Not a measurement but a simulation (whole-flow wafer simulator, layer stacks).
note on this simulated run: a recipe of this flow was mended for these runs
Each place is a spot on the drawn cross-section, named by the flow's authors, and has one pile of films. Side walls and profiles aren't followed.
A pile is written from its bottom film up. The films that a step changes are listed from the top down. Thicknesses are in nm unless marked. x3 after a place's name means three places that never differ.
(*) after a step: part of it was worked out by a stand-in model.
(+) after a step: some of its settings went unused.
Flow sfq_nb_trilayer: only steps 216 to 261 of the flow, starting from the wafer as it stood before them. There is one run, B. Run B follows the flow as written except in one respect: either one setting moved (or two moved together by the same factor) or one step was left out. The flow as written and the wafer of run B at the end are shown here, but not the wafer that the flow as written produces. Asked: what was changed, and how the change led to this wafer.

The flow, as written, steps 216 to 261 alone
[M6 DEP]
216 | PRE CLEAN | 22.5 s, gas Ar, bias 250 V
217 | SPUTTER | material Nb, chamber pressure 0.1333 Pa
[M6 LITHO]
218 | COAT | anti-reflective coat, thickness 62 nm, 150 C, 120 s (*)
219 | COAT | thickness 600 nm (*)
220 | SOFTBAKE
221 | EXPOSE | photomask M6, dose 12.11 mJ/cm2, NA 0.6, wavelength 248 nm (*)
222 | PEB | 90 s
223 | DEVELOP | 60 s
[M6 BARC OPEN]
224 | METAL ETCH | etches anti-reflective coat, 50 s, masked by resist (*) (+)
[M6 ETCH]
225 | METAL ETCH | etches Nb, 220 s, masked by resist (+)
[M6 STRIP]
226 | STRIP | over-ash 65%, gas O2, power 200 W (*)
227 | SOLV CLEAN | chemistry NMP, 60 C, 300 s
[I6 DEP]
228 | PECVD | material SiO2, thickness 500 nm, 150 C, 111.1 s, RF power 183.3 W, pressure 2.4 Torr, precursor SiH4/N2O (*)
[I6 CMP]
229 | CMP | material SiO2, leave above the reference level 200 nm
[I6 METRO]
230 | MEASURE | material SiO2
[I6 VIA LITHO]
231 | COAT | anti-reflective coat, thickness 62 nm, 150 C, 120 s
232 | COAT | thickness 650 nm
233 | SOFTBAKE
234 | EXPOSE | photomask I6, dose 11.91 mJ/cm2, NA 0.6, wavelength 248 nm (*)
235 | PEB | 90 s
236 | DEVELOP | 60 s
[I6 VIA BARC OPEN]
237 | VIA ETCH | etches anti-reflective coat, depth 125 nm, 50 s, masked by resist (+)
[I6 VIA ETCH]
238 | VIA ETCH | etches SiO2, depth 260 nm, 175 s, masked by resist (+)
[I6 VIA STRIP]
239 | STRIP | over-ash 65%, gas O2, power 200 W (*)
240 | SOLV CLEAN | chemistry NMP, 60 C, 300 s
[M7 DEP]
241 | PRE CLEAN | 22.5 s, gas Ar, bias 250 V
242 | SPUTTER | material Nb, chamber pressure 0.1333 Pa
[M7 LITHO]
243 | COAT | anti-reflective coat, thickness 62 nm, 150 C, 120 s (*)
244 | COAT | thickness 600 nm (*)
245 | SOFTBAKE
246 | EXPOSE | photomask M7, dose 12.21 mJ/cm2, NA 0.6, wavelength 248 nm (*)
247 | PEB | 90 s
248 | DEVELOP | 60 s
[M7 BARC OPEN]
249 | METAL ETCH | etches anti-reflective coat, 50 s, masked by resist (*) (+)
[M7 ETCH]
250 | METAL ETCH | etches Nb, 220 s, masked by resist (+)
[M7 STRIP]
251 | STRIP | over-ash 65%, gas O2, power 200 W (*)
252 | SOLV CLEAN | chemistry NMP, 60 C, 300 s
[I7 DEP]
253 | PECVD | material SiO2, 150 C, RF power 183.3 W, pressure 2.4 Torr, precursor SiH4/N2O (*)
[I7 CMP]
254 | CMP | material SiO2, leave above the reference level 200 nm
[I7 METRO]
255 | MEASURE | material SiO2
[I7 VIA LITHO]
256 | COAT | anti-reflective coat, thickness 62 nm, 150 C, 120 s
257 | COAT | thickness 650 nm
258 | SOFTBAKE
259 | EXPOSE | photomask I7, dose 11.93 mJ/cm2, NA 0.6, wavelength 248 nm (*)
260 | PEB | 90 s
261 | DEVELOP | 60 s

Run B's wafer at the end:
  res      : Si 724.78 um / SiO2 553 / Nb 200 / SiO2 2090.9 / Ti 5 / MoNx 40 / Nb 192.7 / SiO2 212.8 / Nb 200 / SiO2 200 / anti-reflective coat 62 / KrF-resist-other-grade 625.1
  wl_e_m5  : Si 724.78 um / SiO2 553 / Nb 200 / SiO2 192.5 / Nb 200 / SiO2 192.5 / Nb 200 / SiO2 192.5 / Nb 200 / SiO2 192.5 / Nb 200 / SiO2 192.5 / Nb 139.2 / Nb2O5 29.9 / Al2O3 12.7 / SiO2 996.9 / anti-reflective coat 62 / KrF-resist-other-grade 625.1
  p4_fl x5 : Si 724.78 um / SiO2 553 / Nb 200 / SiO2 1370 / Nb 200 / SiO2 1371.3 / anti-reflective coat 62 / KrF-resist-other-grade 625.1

Cause: step 216, PRE CLEAN: 31.2 s was run, while the flow as written has 22.5 s.

How this came from the change, step by step:
  216 | PRE CLEAN | 22.5 s, gas Ar, bias 250 V
      res: -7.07 Ti (all of it) (it would be, as written: -4.53 Ti)
      field_l, v_sur, via_wl and 100 more: -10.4 SiO2 (it would be, as written: -7.5 SiO2)
      (also at 2 further places)
